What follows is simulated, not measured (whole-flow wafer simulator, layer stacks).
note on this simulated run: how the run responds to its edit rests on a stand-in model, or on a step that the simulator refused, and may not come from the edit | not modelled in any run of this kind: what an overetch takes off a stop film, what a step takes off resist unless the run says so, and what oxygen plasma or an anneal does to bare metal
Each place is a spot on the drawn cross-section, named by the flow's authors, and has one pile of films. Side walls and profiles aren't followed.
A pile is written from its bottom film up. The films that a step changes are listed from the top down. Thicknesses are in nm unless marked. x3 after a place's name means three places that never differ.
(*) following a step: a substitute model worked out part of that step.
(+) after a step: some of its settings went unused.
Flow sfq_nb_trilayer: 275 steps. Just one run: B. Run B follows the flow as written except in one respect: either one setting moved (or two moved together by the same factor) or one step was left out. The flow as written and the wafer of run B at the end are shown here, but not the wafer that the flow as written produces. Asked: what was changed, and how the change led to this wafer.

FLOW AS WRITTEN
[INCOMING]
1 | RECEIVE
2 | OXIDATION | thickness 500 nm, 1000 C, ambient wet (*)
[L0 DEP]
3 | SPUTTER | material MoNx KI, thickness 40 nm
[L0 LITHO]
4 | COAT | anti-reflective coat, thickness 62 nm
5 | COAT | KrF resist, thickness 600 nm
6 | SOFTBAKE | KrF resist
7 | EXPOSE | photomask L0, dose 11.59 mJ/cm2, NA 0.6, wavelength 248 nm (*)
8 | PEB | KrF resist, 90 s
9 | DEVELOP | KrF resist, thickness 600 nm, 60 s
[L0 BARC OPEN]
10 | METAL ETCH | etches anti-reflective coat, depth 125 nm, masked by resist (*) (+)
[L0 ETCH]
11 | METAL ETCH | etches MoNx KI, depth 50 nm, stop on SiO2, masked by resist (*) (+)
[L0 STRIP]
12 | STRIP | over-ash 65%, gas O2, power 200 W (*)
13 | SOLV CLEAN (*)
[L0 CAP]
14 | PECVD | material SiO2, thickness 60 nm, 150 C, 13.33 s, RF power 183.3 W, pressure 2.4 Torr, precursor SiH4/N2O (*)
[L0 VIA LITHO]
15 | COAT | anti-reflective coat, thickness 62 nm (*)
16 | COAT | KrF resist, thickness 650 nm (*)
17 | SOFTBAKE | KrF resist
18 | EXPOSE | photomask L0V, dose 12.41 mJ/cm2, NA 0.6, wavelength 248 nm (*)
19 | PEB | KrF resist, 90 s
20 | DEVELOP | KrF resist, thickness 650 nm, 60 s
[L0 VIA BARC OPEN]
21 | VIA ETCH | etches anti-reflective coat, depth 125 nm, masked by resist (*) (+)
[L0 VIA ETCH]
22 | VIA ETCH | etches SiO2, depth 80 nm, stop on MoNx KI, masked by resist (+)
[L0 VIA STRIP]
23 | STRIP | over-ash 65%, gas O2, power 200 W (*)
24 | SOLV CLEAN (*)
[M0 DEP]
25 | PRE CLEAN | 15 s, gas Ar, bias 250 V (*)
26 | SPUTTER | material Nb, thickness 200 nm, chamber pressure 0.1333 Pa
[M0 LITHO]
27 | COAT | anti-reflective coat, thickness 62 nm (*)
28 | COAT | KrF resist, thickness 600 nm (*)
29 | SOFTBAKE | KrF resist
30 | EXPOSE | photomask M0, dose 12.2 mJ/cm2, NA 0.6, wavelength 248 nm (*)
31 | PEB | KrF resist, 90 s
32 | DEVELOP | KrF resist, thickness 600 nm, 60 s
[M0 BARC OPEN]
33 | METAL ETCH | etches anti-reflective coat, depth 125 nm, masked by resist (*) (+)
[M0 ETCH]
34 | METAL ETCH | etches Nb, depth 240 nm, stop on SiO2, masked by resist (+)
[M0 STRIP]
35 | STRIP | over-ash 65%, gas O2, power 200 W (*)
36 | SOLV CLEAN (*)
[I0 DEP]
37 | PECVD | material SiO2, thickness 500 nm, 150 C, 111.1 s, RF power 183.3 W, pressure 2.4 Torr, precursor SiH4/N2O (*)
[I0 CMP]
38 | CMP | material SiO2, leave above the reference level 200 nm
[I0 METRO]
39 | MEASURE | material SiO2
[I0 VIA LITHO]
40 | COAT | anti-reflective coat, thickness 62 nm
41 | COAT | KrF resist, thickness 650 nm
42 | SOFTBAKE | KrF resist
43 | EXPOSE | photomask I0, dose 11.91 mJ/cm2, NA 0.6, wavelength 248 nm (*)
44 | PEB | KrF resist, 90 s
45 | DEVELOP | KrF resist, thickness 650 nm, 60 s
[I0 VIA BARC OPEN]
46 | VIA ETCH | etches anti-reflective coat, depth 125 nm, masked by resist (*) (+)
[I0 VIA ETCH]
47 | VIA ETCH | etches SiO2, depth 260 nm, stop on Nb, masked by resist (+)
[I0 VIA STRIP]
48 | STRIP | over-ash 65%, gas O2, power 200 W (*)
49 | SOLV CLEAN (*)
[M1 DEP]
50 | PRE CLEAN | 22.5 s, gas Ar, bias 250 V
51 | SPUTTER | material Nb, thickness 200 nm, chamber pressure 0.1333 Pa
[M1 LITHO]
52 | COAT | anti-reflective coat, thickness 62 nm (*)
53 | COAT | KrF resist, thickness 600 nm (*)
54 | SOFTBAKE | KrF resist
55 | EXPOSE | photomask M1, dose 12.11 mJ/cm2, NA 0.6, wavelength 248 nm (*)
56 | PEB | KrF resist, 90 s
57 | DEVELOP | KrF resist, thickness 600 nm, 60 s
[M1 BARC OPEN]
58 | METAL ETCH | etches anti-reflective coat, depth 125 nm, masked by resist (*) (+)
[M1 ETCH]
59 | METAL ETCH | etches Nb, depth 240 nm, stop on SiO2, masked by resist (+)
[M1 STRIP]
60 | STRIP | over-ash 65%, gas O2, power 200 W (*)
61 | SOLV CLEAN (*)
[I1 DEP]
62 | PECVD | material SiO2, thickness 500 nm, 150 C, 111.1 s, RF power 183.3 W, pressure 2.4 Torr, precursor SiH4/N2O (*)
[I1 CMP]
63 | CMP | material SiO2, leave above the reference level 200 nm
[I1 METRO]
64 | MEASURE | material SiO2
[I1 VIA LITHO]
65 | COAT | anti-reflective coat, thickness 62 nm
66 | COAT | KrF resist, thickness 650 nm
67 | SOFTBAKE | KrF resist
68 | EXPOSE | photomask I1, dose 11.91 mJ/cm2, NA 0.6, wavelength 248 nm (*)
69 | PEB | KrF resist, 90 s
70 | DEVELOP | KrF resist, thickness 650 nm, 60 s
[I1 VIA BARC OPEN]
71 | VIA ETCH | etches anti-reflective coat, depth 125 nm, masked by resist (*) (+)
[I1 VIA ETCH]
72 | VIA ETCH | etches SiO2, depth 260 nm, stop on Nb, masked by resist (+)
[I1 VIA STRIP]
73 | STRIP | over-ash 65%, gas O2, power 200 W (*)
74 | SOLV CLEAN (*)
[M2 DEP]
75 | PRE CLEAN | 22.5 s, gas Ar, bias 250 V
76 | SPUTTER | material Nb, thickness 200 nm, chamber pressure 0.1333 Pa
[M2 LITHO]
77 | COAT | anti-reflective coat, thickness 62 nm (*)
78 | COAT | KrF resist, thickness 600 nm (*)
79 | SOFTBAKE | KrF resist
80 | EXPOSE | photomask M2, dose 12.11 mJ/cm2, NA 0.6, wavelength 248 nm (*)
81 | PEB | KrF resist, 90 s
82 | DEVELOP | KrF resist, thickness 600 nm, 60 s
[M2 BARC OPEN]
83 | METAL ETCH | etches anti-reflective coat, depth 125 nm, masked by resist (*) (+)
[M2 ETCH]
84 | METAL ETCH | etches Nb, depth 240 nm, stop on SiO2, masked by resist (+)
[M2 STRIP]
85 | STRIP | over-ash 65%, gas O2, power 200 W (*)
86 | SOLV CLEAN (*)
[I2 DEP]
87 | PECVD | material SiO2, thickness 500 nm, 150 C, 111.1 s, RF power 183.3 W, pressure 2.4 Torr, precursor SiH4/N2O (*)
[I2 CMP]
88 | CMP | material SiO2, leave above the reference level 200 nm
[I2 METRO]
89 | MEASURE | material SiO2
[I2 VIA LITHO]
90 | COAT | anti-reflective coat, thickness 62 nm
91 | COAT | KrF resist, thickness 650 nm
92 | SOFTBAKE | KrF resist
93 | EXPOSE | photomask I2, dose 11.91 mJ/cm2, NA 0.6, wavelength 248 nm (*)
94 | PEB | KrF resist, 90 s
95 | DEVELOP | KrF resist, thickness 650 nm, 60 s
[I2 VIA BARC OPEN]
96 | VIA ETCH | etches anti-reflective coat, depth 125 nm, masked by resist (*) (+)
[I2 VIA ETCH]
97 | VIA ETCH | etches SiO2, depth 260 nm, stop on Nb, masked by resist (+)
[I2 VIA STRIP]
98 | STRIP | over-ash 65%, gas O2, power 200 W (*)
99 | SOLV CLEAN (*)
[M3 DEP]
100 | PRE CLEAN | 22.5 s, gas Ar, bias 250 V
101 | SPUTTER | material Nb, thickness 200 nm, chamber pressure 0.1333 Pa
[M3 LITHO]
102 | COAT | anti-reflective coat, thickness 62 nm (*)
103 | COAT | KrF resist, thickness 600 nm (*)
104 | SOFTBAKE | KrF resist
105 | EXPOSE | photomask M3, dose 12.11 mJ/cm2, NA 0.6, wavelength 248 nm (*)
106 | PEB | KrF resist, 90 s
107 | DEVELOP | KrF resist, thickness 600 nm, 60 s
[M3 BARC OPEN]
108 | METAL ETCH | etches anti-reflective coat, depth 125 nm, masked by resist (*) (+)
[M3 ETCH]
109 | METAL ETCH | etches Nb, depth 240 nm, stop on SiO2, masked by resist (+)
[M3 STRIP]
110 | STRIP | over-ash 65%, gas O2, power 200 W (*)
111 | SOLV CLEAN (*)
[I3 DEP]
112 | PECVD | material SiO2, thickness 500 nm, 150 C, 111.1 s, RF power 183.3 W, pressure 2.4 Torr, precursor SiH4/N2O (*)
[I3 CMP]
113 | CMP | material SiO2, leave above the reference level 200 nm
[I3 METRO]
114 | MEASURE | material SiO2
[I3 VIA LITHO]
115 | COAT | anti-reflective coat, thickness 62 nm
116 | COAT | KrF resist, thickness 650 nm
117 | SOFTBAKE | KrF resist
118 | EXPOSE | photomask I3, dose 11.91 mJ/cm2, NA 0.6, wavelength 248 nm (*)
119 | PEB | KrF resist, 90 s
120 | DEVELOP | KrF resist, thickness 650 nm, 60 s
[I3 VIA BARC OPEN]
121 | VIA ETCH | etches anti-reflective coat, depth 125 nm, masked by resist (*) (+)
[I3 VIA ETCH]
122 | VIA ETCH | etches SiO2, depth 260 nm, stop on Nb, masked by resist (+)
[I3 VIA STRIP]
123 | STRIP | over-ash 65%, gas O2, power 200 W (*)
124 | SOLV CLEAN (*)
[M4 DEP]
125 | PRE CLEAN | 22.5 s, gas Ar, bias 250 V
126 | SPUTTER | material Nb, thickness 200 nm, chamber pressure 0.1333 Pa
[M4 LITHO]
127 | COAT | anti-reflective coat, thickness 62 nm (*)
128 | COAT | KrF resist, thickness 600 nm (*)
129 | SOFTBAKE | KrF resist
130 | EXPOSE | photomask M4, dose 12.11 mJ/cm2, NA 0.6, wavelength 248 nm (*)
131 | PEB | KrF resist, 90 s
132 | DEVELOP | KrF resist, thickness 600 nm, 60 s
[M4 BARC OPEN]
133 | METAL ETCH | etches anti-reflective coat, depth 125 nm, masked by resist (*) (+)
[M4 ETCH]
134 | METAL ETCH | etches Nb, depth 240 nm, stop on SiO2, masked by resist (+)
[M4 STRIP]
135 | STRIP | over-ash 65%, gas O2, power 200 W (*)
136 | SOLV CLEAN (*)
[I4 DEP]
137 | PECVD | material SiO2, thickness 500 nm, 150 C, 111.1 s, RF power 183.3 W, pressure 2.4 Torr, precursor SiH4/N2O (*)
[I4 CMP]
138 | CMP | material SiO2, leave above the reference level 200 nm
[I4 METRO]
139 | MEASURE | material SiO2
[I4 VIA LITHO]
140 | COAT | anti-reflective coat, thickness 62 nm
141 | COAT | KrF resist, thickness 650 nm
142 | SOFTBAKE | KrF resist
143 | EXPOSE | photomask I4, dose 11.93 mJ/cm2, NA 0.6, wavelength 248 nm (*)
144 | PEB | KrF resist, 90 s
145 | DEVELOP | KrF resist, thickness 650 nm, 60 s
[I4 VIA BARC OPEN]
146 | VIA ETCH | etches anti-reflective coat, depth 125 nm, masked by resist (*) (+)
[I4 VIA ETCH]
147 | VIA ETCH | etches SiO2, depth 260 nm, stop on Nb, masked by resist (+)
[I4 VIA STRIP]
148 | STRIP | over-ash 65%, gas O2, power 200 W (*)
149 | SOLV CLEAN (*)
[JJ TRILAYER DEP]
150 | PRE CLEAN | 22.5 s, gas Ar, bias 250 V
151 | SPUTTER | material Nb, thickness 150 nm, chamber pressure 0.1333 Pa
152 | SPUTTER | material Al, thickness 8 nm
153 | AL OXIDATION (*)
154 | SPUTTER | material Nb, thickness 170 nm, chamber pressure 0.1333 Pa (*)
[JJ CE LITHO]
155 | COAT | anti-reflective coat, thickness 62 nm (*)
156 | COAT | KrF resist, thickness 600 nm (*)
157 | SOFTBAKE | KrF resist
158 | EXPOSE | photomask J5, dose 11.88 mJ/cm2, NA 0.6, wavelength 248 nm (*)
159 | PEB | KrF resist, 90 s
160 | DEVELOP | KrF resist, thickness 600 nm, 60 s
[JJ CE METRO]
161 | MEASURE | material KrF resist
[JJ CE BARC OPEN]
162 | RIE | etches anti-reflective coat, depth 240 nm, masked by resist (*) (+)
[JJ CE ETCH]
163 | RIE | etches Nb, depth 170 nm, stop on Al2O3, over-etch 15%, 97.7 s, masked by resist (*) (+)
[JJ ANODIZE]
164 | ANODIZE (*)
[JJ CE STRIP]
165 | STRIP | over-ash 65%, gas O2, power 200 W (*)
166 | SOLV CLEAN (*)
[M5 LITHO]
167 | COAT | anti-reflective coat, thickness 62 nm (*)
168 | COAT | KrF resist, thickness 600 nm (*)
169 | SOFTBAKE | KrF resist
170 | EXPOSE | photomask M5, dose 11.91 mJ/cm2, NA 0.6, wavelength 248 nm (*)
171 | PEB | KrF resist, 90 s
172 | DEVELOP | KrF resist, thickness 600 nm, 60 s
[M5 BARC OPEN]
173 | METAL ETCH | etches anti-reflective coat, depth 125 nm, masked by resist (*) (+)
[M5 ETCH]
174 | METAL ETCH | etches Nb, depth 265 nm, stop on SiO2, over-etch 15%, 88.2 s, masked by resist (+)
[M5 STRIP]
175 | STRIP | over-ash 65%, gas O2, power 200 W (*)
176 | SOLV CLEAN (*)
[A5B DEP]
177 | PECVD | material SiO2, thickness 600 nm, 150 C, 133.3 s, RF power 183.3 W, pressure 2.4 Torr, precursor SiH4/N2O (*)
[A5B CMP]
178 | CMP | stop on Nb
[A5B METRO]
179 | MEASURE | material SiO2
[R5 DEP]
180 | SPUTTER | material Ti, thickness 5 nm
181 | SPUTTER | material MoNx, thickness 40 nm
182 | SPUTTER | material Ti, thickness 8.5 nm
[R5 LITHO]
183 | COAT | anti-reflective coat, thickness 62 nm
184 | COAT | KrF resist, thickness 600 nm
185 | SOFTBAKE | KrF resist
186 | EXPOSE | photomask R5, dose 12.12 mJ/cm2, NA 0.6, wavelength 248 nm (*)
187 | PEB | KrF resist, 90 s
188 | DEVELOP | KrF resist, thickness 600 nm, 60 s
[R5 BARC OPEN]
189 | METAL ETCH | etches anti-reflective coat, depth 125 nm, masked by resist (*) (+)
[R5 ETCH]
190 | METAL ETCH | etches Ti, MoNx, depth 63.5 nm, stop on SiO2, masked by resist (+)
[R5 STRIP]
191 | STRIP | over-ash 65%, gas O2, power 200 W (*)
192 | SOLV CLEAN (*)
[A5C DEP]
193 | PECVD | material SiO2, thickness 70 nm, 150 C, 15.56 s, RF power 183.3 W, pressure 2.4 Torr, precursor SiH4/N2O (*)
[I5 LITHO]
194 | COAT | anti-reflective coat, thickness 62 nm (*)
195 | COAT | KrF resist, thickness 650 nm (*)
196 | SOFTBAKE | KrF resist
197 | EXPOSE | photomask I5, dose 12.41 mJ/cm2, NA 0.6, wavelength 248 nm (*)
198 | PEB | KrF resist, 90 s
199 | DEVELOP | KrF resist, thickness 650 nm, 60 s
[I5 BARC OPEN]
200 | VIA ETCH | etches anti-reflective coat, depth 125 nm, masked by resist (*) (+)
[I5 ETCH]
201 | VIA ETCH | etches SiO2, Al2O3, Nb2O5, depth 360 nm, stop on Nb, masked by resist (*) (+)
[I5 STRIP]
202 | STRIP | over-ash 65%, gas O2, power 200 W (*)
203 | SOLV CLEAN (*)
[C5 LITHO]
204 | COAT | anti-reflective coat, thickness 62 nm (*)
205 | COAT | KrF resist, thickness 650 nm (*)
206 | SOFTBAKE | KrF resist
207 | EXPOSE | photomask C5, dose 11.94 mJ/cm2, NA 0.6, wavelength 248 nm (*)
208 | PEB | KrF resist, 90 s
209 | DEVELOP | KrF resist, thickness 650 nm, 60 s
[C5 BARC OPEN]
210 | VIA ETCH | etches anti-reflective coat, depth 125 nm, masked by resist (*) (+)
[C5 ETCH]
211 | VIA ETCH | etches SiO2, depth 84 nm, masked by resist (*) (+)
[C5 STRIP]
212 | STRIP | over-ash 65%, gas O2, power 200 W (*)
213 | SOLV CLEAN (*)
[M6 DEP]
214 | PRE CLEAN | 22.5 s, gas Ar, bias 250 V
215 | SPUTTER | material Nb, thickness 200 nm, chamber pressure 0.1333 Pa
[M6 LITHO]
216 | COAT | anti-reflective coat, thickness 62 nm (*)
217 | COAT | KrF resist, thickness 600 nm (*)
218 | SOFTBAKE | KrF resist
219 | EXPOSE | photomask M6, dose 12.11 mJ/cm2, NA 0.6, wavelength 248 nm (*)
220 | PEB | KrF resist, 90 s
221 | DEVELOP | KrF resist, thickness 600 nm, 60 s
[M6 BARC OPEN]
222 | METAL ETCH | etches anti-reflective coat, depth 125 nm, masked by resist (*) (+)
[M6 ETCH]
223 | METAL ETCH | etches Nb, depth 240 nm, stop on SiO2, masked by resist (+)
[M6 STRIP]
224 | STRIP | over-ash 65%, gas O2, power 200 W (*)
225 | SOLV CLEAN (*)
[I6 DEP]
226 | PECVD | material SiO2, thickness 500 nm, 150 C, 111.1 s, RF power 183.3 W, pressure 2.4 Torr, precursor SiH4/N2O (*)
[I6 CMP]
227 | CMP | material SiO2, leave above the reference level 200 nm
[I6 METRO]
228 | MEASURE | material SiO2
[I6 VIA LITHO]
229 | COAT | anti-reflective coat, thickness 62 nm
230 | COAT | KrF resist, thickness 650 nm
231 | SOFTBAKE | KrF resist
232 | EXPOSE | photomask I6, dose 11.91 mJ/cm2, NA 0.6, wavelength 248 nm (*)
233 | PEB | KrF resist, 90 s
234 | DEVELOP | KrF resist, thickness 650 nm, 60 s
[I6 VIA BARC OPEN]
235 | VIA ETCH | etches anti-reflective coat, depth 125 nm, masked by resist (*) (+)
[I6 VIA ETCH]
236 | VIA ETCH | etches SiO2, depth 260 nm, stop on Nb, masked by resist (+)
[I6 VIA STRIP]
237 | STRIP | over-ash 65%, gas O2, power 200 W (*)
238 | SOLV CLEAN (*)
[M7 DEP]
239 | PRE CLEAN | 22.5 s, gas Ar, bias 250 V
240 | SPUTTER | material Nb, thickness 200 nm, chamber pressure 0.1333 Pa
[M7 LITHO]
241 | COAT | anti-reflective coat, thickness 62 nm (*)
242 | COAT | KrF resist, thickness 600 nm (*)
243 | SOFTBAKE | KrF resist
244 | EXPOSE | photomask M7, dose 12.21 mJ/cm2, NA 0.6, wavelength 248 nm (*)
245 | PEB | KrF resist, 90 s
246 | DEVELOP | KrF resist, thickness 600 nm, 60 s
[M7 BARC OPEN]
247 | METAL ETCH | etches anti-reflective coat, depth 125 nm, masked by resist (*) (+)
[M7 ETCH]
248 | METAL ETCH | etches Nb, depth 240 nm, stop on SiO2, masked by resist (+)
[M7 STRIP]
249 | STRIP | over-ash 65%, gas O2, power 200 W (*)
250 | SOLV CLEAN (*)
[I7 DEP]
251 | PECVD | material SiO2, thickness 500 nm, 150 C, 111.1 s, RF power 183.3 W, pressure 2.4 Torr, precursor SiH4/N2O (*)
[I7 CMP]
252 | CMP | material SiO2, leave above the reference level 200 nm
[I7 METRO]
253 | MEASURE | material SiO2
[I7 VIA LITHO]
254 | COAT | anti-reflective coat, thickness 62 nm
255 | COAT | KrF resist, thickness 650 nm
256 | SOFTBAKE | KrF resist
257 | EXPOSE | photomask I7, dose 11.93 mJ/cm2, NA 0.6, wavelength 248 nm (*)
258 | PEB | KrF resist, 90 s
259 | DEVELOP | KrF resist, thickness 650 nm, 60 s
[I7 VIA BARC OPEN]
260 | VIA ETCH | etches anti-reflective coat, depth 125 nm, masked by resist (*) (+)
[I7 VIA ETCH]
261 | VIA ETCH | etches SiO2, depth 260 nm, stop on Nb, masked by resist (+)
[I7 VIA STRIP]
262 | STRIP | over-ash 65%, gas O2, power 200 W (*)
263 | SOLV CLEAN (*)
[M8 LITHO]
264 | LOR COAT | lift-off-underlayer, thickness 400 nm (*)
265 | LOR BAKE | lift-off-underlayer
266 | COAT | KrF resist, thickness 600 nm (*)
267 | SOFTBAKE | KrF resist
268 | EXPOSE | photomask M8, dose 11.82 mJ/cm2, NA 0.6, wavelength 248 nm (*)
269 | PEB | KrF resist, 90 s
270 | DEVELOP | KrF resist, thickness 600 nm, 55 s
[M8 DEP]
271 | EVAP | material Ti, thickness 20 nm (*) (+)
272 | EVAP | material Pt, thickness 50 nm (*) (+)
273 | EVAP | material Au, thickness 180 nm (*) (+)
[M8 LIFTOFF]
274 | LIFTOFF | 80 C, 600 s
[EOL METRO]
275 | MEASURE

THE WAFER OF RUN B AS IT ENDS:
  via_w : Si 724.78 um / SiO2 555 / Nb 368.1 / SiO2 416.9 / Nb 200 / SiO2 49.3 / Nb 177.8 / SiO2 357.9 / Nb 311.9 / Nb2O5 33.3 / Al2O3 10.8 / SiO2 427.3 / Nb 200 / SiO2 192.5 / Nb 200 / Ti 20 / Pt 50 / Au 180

What caused this: step 97, VIA ETCH: depth 143 nm was run, while the flow as written has depth 260 nm.

Step by step, how the change led to this:
  97 | VIA ETCH | etches SiO2, depth 260 nm, stop on Nb, masked by resist (+)
      via_w: SiO2 loses 143 (it would be, as written: SiO2 loses 199.8 (all of it))
      field_l, v_sur, via_wl and 102 more: KrF resist loses 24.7 (it would be, as written: KrF resist loses 44.8)
  98 | STRIP | over-ash 65%, gas O2, power 200 W (*)
      field_l, v_sur, via_wl and 102 more: KrF resist loses 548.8 (all of it), anti-reflective coat loses 62 (all of it) (it would be, as written: KrF resist loses 528.6 (all of it), anti-reflective coat loses 62 (all of it))
  100 | PRE CLEAN | 22.5 s, gas Ar, bias 250 V
      via_w: SiO2 loses 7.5 (it would be, as written: Nb loses 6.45)
  101 | SPUTTER | material Nb, thickness 200 nm, chamber pressure 0.1333 Pa
      via_w: Nb gains 177.8 (new film) (it would be, as written: Nb gains 165.5)
  102 | COAT | anti-reflective coat, thickness 62 nm (*)
      via_wl: anti-reflective coat gains 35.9 (new film) (it would be, as written: anti-reflective coat gains 34.2 (new film))
      via_w: anti-reflective coat gains 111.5 (new film) (it would be, as written: anti-reflective coat gains 124.8 (new film))
  103 | COAT | KrF resist, thickness 600 nm (*)
      via_w: KrF resist gains 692 (new film) (it would be, as written: KrF resist gains 737.9 (new film))
  110 | STRIP | over-ash 65%, gas O2, power 200 W (*)
      via_wl: KrF resist loses 389.3 (all of it), anti-reflective coat loses 35.9 (all of it) (it would be, as written: KrF resist loses 384.2 (all of it), anti-reflective coat loses 34.2 (all of it))
      via_w: KrF resist loses 474.2 (all of it), anti-reflective coat loses 111.5 (all of it) (it would be, as written: KrF resist loses 520 (all of it), anti-reflective coat loses 124.8 (all of it))
  112 | PECVD | material SiO2, thickness 500 nm, 150 C, 111.1 s, RF power 183.3 W, pressure 2.4 Torr, precursor SiH4/N2O (*)
      via_w: SiO2 gains 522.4 (new film) (it would be, as written: SiO2 gains 615 (new film))
  113 | CMP | material SiO2, leave above the reference level 200 nm
      via_w: SiO2 loses 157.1 (it would be, as written: SiO2 loses 181.6)
If metal films that touch count as one body, via_w has 6 bodies (between them, from the top down: SiO2 192.5; SiO2 427.3 / Al2O3 10.8 / Nb2O5 33.3; SiO2 357.9; SiO2 49.3; SiO2 416.9); the flow as written gives 5 bodies (between them, from the top down: SiO2 192.5; SiO2 427.3 / Al2O3 10.8 / Nb2O5 33.3; SiO2 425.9; SiO2 416.9).
